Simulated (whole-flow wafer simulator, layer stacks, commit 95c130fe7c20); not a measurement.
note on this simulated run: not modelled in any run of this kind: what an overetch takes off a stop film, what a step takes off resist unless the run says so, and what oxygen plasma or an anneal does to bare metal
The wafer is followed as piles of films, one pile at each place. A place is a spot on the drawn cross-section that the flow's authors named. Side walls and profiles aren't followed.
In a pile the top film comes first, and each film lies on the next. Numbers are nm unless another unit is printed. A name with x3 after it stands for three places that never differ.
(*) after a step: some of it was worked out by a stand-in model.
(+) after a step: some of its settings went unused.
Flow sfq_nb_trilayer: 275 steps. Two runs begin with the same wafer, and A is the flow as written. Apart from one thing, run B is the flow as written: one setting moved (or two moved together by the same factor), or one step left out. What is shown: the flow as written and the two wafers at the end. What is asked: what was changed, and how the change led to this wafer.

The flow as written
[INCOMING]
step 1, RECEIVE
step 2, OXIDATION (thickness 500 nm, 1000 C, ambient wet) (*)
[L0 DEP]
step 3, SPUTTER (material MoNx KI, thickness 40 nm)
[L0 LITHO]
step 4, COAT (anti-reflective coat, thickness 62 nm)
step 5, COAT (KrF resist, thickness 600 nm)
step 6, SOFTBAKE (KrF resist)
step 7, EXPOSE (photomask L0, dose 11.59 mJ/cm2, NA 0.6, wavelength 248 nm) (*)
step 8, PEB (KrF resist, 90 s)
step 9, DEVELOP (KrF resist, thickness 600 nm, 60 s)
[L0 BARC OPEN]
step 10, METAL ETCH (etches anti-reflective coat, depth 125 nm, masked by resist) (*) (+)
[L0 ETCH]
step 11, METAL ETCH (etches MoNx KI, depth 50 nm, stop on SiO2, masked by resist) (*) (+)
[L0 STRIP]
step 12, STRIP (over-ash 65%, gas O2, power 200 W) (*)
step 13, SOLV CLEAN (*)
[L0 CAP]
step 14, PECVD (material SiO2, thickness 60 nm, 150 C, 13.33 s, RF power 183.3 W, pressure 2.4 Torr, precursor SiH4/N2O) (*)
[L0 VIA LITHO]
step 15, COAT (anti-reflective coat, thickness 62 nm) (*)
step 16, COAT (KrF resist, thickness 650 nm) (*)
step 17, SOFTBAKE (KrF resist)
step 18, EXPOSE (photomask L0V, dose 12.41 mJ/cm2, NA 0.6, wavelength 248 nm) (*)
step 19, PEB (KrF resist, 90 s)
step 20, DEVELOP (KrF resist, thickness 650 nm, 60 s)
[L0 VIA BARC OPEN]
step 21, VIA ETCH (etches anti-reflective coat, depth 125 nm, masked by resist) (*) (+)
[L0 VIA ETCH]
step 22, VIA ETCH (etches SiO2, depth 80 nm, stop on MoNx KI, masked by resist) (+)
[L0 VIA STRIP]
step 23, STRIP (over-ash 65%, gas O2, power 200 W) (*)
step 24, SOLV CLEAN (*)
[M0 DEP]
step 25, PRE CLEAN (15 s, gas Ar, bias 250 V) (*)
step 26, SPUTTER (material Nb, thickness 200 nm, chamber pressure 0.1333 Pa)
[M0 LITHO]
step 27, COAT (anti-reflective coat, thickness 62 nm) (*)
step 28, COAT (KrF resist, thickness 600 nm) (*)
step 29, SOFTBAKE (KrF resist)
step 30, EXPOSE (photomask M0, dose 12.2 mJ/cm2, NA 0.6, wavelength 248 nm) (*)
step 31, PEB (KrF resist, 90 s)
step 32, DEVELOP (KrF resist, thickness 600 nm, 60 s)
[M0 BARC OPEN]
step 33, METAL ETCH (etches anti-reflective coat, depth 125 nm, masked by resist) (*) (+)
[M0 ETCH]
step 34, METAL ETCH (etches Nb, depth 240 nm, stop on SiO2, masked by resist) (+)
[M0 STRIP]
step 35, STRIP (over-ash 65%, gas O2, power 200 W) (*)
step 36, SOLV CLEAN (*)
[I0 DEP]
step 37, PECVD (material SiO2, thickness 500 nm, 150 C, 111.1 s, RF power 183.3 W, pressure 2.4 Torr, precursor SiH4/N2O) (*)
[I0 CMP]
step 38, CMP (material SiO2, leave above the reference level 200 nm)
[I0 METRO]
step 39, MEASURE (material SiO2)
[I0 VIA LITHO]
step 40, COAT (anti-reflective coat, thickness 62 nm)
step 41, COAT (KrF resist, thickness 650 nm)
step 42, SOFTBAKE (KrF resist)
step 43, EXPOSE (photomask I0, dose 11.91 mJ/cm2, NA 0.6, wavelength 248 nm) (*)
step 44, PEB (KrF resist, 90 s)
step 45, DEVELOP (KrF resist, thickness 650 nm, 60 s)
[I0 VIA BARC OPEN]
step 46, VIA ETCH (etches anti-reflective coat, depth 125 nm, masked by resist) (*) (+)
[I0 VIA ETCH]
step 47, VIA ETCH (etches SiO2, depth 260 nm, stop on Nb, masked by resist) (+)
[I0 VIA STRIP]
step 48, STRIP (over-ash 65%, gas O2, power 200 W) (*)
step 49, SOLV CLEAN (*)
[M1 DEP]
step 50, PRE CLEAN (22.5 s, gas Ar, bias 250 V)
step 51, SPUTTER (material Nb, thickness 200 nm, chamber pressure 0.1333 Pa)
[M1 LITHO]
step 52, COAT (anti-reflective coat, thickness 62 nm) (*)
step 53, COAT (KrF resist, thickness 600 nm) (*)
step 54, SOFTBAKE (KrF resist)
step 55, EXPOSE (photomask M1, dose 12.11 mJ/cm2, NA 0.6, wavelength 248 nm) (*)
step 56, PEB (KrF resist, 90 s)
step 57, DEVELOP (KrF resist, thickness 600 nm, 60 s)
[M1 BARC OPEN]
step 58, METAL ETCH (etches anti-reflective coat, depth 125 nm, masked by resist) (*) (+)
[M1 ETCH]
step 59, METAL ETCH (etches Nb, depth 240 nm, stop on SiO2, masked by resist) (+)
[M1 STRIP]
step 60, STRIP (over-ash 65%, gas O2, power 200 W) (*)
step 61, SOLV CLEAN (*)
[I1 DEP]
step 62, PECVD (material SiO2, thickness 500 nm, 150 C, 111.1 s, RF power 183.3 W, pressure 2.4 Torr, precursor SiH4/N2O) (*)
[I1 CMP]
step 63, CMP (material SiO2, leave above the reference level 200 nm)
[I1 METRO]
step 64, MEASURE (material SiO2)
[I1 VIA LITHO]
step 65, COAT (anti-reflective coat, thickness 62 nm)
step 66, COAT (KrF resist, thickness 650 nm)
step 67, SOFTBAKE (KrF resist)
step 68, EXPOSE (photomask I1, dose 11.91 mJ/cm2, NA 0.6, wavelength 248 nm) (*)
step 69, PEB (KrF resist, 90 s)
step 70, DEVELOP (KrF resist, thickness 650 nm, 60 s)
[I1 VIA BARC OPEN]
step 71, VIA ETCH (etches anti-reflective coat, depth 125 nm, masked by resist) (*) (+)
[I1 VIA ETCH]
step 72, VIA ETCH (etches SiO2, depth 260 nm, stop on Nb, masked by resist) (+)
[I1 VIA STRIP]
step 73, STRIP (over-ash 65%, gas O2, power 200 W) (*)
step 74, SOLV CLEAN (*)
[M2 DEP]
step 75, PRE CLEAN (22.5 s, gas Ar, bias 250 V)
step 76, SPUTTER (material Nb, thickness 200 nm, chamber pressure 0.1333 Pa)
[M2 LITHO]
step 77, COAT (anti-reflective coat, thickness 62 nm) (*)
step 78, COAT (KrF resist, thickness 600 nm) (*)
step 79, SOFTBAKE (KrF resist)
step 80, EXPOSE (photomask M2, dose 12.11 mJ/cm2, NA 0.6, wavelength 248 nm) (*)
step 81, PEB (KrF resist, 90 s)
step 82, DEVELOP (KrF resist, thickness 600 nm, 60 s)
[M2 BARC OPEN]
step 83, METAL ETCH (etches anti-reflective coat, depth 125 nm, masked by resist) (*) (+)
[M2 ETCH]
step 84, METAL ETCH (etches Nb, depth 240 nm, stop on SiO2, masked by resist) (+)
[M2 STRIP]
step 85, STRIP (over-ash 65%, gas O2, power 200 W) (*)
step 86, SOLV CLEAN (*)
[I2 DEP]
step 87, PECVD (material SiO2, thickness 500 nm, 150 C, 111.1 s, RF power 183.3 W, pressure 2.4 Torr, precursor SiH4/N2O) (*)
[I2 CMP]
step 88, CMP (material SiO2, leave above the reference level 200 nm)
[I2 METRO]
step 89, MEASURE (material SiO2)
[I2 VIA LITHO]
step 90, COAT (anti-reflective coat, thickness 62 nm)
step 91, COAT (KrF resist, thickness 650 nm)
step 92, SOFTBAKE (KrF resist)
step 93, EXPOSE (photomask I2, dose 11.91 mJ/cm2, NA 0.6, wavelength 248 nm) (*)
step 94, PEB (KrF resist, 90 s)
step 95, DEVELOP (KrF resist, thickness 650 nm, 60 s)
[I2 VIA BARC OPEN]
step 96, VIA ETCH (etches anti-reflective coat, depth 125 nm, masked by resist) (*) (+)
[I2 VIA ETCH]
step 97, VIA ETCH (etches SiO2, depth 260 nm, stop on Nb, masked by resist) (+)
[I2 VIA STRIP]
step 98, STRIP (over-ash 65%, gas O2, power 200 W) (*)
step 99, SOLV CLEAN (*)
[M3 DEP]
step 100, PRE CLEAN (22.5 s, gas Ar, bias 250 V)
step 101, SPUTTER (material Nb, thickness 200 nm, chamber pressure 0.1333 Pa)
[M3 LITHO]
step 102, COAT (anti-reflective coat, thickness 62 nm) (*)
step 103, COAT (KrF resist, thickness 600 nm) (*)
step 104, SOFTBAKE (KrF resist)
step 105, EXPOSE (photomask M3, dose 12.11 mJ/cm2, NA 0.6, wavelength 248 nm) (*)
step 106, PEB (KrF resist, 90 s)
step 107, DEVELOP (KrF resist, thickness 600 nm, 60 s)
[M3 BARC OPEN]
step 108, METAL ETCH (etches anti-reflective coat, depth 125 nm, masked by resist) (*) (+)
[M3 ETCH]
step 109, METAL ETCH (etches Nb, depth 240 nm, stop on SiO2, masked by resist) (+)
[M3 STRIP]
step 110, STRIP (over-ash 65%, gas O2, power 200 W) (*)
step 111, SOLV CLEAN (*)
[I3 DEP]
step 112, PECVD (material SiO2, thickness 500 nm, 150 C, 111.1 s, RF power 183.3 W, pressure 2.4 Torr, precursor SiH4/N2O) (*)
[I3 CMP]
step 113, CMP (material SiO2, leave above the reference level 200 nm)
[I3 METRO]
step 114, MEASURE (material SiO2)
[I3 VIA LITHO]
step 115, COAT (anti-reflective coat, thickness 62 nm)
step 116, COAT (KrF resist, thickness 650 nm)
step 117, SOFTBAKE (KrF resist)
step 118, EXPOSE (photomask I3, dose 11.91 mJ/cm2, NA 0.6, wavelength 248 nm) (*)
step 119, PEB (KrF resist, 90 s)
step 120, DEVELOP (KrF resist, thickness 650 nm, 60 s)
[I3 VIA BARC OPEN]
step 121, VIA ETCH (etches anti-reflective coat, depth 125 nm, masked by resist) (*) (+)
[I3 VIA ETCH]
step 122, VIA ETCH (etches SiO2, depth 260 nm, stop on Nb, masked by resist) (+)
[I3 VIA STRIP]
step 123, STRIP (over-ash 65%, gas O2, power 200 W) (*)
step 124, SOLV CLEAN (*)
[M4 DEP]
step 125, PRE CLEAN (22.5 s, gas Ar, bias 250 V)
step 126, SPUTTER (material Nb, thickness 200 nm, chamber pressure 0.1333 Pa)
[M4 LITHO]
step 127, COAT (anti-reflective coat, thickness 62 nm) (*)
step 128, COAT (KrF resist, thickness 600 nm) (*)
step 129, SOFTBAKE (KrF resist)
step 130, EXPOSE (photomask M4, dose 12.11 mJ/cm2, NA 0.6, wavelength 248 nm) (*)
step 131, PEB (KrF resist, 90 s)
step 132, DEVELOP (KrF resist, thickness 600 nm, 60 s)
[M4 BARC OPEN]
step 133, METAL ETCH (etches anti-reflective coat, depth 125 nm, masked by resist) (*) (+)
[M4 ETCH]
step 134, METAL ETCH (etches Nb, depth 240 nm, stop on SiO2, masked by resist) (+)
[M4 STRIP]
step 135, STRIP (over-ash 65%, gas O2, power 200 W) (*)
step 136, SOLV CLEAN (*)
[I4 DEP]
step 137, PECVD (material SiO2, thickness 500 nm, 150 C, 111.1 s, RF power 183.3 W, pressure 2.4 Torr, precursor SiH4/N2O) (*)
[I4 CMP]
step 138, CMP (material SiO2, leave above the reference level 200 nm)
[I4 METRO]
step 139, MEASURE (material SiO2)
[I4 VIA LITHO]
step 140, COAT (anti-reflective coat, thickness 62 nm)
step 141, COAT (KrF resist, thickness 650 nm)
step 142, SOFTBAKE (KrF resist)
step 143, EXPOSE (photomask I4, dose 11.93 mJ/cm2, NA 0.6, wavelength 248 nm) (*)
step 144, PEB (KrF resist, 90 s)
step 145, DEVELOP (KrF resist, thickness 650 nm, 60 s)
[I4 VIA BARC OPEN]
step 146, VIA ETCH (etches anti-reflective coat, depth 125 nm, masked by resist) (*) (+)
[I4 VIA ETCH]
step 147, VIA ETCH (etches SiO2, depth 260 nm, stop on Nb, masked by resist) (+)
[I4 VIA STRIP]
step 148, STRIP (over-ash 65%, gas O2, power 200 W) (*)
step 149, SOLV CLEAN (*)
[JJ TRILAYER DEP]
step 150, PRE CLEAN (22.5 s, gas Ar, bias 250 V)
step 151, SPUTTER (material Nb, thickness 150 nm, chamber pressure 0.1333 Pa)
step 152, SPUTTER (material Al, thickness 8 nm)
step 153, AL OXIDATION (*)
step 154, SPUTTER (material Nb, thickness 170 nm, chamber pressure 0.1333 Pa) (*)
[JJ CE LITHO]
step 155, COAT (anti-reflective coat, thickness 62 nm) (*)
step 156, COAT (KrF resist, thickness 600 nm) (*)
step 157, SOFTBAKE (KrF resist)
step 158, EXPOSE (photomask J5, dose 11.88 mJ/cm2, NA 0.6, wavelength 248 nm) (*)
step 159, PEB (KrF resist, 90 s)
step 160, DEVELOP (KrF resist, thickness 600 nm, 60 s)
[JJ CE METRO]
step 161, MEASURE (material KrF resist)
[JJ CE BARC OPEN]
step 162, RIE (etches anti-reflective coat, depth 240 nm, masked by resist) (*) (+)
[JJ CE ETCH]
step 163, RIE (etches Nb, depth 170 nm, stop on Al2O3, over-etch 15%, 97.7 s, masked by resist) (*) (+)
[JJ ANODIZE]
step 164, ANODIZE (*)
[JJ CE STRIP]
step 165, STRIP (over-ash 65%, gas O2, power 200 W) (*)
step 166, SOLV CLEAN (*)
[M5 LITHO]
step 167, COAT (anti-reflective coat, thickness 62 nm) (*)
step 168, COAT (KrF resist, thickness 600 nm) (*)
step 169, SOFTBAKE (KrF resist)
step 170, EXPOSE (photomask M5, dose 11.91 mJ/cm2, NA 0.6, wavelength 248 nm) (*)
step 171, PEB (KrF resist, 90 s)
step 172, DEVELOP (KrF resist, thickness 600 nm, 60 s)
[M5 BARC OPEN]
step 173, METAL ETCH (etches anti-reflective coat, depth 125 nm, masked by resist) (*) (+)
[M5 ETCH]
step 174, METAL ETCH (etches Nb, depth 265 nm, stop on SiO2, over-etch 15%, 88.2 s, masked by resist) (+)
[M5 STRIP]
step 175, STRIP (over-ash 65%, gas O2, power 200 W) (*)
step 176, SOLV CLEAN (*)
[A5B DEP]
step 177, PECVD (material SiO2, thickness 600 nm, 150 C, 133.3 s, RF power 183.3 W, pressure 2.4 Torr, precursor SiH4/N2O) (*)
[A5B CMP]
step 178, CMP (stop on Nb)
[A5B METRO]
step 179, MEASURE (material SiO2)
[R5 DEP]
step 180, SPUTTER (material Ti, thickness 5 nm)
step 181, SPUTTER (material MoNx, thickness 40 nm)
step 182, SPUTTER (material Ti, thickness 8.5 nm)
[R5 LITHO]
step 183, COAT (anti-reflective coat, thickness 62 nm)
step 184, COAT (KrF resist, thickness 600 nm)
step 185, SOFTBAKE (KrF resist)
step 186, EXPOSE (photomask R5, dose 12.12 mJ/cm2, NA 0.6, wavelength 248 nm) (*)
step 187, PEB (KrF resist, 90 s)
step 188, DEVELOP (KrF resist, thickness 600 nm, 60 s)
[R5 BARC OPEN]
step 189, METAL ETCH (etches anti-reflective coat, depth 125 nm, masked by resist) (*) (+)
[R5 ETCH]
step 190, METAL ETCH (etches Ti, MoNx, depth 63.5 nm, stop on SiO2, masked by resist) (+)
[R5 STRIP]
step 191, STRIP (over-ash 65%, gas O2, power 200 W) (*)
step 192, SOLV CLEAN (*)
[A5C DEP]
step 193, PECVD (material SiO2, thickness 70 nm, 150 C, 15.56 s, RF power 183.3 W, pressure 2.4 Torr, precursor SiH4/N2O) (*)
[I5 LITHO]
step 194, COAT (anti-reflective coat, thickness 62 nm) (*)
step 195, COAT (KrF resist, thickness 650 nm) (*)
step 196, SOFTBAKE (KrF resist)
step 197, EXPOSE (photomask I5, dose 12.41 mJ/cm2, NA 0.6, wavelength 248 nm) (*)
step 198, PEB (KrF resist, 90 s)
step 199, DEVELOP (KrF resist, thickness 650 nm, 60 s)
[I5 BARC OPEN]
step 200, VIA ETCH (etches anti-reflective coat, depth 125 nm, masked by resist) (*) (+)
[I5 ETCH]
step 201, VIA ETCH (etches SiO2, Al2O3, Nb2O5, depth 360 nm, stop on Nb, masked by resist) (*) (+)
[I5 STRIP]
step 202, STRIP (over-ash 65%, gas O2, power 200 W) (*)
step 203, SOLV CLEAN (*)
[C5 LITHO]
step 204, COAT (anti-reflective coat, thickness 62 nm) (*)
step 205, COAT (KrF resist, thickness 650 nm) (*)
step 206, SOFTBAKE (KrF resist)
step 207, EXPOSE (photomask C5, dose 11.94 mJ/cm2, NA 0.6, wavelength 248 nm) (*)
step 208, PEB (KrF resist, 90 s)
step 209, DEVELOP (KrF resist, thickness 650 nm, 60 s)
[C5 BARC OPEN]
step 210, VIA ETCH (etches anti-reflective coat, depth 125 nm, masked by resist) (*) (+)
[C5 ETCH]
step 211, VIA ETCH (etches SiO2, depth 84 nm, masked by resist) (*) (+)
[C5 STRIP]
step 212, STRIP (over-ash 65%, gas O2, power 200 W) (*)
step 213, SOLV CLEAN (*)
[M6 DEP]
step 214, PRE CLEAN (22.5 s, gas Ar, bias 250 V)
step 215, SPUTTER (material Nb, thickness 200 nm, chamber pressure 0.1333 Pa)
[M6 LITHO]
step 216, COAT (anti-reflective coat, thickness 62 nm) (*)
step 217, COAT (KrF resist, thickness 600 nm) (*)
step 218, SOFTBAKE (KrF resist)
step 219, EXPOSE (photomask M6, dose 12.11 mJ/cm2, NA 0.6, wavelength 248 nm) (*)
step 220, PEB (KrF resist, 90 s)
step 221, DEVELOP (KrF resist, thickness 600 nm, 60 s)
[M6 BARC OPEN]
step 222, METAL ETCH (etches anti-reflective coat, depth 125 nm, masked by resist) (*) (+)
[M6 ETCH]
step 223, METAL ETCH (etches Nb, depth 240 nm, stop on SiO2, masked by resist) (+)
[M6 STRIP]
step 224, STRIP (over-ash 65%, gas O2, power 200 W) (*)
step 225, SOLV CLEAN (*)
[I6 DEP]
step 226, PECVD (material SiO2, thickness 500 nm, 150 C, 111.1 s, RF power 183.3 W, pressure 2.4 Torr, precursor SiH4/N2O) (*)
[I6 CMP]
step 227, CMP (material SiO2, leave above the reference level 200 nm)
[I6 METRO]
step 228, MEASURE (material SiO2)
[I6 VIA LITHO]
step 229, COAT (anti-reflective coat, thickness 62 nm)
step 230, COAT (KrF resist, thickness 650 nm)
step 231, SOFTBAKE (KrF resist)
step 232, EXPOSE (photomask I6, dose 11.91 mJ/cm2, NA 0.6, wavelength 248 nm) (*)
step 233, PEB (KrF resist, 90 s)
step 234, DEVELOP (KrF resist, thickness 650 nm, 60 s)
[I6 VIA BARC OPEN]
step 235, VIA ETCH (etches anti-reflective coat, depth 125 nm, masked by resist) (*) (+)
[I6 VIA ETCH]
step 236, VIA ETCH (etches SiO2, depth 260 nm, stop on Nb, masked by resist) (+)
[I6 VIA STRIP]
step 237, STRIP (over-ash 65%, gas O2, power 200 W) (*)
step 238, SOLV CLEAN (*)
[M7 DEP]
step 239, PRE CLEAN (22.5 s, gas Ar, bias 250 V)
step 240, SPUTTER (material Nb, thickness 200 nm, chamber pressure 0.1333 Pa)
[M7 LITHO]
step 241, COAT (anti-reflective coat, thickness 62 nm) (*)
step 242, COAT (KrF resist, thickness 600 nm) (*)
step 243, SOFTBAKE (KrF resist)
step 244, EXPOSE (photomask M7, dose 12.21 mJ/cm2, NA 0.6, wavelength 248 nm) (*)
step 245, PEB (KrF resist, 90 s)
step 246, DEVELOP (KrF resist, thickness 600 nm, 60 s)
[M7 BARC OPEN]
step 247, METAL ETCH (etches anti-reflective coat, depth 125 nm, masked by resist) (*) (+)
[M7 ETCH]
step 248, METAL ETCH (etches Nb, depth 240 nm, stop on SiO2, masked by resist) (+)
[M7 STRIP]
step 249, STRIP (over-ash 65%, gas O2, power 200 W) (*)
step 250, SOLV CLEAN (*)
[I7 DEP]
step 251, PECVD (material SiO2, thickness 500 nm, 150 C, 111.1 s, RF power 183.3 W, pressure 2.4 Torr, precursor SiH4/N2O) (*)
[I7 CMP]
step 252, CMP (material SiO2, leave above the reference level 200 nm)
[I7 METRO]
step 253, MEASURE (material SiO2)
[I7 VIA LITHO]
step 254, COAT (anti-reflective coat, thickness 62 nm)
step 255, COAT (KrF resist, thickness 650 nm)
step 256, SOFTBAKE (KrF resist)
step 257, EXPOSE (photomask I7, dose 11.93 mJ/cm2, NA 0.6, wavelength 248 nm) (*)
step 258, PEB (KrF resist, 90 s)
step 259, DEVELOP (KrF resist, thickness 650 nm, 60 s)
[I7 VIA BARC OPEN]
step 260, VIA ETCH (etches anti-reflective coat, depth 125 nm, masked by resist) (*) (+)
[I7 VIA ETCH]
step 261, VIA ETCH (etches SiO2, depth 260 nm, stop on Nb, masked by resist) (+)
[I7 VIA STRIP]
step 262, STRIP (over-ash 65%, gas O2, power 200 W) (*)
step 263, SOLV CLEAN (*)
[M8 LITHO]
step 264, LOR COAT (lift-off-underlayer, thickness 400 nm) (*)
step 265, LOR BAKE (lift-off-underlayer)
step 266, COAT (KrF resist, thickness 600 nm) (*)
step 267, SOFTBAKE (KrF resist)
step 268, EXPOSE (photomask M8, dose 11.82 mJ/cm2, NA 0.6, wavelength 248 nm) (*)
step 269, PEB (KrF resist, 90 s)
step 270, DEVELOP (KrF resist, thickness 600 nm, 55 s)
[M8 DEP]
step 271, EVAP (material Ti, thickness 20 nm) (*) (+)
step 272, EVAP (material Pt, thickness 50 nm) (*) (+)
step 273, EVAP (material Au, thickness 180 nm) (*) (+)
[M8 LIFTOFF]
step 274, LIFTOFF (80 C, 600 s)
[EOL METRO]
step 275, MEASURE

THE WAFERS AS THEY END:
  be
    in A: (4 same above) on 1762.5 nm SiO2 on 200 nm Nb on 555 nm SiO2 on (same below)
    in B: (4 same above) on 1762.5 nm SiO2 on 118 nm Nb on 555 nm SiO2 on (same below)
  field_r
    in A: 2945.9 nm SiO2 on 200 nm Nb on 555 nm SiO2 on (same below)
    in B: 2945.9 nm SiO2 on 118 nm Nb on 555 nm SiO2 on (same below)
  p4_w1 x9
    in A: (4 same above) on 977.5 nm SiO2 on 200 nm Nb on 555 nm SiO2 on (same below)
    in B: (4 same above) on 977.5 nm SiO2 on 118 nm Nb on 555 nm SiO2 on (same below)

Cause: step 26, SPUTTER: thickness 118 nm was run, though the flow has thickness 200 nm.
The wafer itself shows it: be has Nb 118, and step 26 as written asks for 200 nm.

The path from the change to this, step by step:
  step 26, SPUTTER (material Nb, thickness 200 nm, chamber pressure 0.1333 Pa)
      field_l, via_wl, via_w and 100 more: A Nb gains 200 (new film) | B Nb gains 118 (new film)
      v_sur: A Nb gains 200 (new film) | B Nb gains 113.9 (new film)
      (and at 2 other places as well)
  step 27, COAT (anti-reflective coat, thickness 62 nm) (*)
      v_sur: A anti-reflective coat gains 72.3 (new film) | B anti-reflective coat gains 74.4 (new film)
  step 34, METAL ETCH (etches Nb, depth 240 nm, stop on SiO2, masked by resist) (+)
      field_l, v_sur, via_wl and 100 more: A KrF resist loses 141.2 | B KrF resist loses 104.1
      moat, m0r_space_l x2: A Nb loses 200 (all of it) | B Nb loses 118 (all of it)
  step 35, STRIP (over-ash 65%, gas O2, power 200 W) (*)
      p4_fl x3, p4_w1 x9, p4_g1 x2 and 57 more: A KrF resist loses 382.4 (all of it), anti-reflective coat loses 62 (all of it) | B KrF resist loses 419.4 (all of it), anti-reflective coat loses 62 (all of it)
      c5j, ce_r, sp_r, be_r, r_sur, res: A KrF resist loses 389 (all of it), anti-reflective coat loses 63.6 (all of it) | B KrF resist loses 426 (all of it), anti-reflective coat loses 63.6 (all of it)
      (and at 26 other places as well)
  step 37, PECVD (material SiO2, thickness 500 nm, 150 C, 111.1 s, RF power 183.3 W, pressure 2.4 Torr, precursor SiH4/N2O) (*)
      moat, m0r_space_l x2: A SiO2 gains 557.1 | B SiO2 gains 500
  step 38, CMP (material SiO2, leave above the reference level 200 nm)
      moat, m0r_space_l x2: A SiO2 loses 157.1 | B SiO2 loses 182
